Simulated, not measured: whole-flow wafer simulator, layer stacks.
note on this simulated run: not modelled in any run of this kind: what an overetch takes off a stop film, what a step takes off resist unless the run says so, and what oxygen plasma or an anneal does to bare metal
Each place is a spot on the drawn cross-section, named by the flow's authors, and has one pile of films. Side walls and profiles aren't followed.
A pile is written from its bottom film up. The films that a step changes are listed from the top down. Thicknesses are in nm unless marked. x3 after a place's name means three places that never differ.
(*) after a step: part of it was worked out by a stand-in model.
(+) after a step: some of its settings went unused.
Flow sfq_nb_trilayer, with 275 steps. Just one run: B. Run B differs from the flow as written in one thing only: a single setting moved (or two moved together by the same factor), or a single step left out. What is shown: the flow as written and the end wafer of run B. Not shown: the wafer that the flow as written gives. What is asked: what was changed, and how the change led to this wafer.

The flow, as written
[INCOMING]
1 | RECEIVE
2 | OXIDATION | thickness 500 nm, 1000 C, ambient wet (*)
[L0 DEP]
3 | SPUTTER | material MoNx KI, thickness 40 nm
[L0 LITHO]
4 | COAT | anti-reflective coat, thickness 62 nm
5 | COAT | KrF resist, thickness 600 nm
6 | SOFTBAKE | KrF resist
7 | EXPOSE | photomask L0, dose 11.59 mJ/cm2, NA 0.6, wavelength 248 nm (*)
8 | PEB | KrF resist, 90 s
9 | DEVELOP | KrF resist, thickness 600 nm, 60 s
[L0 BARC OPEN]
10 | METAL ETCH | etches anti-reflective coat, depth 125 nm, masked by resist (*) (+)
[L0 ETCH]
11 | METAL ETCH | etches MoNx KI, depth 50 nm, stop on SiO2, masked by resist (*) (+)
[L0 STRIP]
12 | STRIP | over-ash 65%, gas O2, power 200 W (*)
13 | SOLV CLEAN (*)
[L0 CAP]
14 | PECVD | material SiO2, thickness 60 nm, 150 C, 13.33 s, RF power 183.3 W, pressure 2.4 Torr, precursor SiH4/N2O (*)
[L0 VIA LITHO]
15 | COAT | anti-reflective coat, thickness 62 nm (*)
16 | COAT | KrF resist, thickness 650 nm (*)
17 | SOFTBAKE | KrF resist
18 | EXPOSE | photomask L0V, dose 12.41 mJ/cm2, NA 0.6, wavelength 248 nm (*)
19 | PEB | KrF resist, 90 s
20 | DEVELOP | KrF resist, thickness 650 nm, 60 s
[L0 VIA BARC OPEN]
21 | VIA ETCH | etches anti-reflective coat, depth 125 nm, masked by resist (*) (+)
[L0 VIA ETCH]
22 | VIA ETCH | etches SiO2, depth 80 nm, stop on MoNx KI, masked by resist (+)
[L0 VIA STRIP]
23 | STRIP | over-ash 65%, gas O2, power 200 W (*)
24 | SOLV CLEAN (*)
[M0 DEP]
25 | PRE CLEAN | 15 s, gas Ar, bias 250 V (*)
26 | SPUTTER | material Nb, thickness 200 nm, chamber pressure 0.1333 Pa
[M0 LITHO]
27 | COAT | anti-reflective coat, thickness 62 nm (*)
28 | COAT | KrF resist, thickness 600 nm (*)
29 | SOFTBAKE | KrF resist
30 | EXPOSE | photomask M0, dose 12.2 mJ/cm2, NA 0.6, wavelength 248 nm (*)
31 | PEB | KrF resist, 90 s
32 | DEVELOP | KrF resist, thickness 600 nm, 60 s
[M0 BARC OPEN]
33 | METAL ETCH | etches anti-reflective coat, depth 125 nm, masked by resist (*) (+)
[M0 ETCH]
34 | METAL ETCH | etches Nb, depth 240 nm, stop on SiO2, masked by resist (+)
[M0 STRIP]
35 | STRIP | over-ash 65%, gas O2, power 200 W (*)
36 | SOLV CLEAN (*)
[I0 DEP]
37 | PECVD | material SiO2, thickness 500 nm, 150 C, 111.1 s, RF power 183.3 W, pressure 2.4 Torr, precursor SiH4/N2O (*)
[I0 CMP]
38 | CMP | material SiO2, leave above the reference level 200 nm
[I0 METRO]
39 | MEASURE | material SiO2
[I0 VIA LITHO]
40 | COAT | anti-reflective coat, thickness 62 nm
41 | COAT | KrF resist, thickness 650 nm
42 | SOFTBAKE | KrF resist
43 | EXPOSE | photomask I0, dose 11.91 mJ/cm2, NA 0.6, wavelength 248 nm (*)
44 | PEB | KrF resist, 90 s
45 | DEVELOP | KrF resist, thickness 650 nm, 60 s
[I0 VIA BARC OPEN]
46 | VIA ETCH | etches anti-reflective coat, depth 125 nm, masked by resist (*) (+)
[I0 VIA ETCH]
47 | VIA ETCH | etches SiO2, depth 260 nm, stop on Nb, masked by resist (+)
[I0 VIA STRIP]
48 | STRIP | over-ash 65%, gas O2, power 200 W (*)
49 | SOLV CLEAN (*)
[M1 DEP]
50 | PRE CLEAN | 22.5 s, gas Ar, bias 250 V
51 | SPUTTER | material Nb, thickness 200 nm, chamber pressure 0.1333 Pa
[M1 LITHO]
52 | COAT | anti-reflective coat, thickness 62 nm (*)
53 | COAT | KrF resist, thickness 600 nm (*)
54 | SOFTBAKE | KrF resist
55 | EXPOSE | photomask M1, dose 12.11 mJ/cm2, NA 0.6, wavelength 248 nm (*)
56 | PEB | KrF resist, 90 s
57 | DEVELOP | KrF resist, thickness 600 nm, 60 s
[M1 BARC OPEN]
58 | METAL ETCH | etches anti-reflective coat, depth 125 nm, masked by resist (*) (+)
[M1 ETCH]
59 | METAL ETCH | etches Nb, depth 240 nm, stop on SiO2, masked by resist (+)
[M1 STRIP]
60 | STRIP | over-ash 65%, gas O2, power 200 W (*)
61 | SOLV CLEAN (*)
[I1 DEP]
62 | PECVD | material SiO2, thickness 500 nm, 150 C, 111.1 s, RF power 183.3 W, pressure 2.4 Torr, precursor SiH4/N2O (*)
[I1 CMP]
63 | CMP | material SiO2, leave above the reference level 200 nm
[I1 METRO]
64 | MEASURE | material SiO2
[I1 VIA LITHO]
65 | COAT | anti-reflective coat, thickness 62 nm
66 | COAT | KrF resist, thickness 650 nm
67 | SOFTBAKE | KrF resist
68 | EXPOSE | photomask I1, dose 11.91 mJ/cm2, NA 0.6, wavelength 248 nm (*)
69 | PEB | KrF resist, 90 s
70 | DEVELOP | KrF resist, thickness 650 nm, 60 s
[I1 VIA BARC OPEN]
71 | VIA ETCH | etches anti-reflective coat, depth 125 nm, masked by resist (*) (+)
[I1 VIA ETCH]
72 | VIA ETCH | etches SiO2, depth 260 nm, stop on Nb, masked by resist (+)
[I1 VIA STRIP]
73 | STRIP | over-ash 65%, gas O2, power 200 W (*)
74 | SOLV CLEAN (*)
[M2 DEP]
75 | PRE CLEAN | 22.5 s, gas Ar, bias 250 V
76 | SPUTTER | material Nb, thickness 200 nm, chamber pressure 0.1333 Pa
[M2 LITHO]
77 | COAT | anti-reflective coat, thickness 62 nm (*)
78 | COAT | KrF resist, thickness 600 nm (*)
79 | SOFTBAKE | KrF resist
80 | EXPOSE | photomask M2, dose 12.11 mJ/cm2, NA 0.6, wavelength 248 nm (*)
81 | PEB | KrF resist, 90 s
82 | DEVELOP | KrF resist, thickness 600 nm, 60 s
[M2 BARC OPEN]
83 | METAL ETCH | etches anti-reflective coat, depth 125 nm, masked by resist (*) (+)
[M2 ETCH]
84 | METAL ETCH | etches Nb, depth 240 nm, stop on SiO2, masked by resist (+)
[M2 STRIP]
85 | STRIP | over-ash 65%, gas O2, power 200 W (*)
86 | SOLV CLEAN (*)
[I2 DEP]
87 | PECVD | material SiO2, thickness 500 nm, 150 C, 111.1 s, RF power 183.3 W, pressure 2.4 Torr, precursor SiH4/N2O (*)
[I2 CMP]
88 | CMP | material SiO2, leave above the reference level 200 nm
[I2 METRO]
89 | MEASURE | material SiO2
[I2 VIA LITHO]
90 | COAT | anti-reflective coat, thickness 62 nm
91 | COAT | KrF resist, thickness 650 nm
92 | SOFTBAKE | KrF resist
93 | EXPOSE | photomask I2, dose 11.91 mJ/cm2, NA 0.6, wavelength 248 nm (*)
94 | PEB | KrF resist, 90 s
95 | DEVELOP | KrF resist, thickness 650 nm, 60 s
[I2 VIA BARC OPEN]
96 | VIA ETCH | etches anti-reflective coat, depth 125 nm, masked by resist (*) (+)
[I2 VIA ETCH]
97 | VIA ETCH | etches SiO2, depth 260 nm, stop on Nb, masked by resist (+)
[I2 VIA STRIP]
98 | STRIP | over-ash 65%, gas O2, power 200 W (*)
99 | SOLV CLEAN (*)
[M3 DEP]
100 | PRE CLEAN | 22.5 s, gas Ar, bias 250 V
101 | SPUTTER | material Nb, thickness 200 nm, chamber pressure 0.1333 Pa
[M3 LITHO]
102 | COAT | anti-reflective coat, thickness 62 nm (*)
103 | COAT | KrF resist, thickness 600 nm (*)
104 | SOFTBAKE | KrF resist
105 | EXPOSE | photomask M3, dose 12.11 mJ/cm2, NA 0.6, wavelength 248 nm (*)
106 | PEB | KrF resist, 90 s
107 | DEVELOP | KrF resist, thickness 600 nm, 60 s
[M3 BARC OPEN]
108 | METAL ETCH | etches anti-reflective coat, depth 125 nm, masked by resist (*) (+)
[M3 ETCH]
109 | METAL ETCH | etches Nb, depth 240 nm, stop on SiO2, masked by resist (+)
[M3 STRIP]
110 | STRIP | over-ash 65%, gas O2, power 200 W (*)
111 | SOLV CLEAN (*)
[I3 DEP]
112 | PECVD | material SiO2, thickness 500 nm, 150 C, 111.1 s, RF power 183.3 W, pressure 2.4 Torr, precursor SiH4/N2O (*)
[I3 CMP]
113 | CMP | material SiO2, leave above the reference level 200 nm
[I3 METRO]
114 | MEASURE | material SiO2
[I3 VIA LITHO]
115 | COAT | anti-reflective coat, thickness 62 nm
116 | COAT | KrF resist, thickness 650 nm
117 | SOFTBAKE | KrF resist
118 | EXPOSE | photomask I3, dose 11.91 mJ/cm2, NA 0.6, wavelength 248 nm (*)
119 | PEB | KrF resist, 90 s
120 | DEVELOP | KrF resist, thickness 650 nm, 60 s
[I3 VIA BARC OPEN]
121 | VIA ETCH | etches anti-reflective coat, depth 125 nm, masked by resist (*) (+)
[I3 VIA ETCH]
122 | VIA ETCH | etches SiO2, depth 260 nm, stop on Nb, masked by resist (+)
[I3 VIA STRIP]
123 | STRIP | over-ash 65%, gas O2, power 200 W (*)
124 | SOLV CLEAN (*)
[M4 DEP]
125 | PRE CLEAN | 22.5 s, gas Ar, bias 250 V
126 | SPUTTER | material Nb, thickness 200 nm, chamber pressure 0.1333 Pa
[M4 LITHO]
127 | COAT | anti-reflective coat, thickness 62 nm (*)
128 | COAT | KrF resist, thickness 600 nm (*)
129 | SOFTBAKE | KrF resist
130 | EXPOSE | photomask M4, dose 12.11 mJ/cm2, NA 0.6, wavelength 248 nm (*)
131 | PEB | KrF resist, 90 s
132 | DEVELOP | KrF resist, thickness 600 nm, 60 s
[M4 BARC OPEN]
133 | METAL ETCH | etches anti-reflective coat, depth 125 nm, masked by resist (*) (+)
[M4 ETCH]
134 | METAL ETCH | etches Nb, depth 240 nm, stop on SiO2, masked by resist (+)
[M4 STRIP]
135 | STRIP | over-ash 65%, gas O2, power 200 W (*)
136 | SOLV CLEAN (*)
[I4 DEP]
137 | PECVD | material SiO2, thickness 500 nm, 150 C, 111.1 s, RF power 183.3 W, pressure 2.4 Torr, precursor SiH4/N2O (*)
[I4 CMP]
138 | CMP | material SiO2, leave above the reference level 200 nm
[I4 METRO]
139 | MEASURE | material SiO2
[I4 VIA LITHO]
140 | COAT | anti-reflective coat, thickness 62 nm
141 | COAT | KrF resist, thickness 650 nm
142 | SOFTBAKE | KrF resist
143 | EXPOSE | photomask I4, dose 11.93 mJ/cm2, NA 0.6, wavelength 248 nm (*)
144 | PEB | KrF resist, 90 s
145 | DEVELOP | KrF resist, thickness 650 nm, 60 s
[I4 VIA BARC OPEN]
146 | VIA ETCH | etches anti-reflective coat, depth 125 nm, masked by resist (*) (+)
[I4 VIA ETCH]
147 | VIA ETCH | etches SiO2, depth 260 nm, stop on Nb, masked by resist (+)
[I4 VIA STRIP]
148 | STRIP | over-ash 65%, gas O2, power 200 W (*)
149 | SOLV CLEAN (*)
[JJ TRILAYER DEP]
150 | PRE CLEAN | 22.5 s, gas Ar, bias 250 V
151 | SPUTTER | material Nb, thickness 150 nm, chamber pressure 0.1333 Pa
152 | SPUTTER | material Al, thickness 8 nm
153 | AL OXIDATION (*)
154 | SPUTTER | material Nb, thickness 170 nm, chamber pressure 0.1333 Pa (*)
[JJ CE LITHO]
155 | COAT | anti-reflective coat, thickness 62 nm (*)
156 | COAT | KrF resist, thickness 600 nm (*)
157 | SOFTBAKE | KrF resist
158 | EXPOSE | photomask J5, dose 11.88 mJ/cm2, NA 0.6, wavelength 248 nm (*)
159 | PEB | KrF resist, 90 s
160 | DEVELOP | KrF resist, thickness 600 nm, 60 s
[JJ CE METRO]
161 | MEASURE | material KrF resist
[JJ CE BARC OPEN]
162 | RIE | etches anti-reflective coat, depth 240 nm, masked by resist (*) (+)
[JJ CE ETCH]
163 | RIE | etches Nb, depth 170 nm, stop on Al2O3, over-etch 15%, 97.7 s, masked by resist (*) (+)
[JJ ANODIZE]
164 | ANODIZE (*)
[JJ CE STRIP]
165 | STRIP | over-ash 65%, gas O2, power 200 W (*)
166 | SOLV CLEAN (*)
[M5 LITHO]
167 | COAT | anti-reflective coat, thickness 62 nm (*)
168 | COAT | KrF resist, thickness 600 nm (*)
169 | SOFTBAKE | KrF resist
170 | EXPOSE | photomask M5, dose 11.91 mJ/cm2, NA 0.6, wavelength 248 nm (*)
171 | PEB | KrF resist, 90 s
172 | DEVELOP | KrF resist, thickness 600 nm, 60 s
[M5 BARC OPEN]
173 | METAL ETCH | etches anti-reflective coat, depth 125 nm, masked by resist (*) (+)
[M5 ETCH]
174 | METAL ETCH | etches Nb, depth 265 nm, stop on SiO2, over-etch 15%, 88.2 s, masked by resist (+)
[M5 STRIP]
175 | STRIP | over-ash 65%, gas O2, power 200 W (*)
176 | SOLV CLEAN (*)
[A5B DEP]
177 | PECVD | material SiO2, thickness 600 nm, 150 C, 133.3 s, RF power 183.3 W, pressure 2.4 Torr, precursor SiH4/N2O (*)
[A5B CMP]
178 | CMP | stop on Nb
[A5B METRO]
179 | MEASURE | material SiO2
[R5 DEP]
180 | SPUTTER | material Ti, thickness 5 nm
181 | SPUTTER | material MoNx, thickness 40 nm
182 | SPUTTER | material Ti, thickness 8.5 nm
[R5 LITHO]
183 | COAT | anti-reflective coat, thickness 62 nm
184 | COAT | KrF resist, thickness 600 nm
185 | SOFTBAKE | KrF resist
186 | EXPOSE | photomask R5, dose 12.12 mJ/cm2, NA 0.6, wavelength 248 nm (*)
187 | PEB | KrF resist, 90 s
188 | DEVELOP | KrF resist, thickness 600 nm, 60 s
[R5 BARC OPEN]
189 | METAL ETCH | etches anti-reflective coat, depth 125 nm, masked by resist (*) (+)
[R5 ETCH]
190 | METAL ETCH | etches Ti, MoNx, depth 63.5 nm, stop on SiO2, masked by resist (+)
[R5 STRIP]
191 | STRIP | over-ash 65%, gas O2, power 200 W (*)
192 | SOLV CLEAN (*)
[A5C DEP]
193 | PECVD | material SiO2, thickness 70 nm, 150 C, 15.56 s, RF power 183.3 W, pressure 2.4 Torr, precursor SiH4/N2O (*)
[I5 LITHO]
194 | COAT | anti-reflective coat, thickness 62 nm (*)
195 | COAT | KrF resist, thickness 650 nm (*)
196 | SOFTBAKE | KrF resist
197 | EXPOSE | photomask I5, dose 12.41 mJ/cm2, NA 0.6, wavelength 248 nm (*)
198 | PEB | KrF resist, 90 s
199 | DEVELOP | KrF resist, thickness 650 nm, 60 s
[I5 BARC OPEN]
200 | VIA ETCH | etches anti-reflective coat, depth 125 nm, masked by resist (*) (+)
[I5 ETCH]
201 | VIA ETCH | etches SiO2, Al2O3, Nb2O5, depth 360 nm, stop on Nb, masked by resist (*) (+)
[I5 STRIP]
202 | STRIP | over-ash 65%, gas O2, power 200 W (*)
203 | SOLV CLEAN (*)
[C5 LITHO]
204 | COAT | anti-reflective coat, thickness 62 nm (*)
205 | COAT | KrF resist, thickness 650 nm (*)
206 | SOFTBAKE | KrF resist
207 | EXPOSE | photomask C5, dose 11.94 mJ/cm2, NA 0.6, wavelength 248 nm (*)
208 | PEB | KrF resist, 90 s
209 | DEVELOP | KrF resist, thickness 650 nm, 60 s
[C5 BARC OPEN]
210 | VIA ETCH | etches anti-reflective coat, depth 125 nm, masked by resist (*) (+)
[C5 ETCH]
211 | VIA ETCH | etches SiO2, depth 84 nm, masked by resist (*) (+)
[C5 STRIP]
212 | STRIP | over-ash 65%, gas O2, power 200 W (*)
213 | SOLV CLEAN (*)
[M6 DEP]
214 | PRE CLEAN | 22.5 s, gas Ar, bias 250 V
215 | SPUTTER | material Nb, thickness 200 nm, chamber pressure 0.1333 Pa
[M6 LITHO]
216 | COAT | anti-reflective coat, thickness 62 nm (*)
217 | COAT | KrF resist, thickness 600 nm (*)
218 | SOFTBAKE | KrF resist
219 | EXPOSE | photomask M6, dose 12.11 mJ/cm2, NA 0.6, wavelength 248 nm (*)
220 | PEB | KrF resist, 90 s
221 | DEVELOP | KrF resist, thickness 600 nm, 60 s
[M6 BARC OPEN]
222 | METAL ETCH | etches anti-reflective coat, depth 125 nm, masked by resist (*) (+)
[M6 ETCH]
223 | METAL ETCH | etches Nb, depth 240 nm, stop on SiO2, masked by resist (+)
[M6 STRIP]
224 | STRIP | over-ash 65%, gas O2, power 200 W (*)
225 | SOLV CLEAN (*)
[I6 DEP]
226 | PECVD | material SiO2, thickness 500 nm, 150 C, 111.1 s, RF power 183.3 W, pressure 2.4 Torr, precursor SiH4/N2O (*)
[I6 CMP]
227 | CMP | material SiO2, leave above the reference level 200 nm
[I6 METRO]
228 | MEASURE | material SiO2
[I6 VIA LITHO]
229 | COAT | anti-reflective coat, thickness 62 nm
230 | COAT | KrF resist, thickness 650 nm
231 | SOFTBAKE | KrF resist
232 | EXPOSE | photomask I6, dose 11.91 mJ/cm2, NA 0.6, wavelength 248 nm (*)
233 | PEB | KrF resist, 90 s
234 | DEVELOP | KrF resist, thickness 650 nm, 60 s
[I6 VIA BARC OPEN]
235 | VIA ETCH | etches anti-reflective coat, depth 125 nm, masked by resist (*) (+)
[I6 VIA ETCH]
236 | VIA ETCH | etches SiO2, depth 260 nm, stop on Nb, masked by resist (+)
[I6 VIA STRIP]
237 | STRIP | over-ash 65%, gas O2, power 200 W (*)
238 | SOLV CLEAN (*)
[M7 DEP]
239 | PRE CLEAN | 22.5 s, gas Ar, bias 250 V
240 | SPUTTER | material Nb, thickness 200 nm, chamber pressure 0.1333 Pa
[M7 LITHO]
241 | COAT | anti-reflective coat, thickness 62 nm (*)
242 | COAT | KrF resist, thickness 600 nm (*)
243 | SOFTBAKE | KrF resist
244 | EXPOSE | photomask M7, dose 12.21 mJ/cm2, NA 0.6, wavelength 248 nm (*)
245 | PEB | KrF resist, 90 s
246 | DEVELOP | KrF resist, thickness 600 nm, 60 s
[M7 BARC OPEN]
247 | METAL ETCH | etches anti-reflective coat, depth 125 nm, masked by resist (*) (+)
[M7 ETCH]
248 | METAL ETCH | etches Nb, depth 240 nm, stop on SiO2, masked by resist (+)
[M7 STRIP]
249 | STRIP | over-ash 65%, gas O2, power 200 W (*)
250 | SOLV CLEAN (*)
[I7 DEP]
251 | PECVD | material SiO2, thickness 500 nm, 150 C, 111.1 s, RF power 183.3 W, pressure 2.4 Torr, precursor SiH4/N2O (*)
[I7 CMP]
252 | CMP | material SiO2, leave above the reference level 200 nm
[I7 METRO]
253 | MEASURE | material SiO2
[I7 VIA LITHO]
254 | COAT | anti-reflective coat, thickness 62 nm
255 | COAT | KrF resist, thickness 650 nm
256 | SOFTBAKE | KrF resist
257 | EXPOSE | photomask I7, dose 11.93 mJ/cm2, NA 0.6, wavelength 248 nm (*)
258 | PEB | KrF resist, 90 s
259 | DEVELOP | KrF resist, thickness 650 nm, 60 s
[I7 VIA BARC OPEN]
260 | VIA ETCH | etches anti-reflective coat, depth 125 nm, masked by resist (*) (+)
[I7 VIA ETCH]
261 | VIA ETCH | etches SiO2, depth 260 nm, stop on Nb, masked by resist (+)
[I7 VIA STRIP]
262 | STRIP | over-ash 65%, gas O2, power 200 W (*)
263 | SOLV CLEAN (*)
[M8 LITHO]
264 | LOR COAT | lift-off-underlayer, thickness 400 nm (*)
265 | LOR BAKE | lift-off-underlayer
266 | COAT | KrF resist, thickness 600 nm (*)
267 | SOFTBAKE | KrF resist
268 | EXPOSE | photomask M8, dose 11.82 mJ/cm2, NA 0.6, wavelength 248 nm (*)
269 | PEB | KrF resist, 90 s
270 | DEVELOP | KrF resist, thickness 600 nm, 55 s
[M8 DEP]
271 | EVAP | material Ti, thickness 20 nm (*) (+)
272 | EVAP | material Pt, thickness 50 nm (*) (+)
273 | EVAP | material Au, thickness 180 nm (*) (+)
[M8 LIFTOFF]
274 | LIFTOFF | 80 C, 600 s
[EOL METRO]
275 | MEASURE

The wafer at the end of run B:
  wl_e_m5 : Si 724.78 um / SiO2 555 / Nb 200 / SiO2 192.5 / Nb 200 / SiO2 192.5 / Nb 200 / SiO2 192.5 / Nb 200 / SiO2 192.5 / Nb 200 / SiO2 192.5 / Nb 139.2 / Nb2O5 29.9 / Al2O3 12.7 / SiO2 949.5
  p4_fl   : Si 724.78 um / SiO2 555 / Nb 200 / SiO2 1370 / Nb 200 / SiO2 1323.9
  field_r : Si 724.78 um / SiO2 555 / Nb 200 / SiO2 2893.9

The reason: step 215, SPUTTER: thickness 148 nm was run, whereas the flow has thickness 200 nm.

The path from the change to this, step by step:
  215 | SPUTTER | material Nb, thickness 200 nm, chamber pressure 0.1333 Pa
      field_l, v_sur, via_wl and 100 more: +148 Nb (new film) (it would be, as written: +200 Nb (new film))
      be: +109.4 Nb (it would be, as written: +147.3 Nb)
      (as well as at 2 more places)
  216 | COAT | anti-reflective coat, thickness 62 nm (*)
      be: +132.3 anti-reflective coat (new film) (it would be, as written: +136.7 anti-reflective coat (new film))
  223 | METAL ETCH | etches Nb, depth 240 nm, stop on SiO2, masked by resist (+)
      field_l, gap, moat and 76 more: -148 Nb (all of it) (it would be, as written: -200 Nb (all of it))
      v_sur, via_wl, via_w and 24 more: -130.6 KrF resist (it would be, as written: -141.2 KrF resist)
  224 | STRIP | over-ash 65%, gas O2, power 200 W (*)
      wl_j_sl, wl_j_sr: -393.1 KrF resist (all of it), -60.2 anti-reflective coat (all of it) (it would be, as written: -382.5 KrF resist (all of it), -60.2 anti-reflective coat (all of it))
      wl_c_m6, wl_f_m6: -392.9 KrF resist (all of it), -62 anti-reflective coat (all of it) (it would be, as written: -382.3 KrF resist (all of it), -62 anti-reflective coat (all of it))
      (as well as at 23 more places)
  226 | PECVD | material SiO2, thickness 500 nm, 150 C, 111.1 s, RF power 183.3 W, pressure 2.4 Torr, precursor SiH4/N2O (*)
      gap, wl_a_sl, m6r_space_l, m6r_space_r: +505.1 SiO2 (it would be, as written: +557.1 SiO2)
      be: +674 SiO2 (new film) (it would be, as written: +693.5 SiO2 (new film))
  227 | CMP | material SiO2, leave above the reference level 200 nm
      field_l, p4_fl, p4_fm and 59 more: -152 SiO2 (it would be, as written: -100 SiO2)
      moat, field_r, lsp_l, ln_m5, lsp_m: -152 SiO2 (it would be, as written: -93.6 SiO2)
      (as well as at 9 more places)
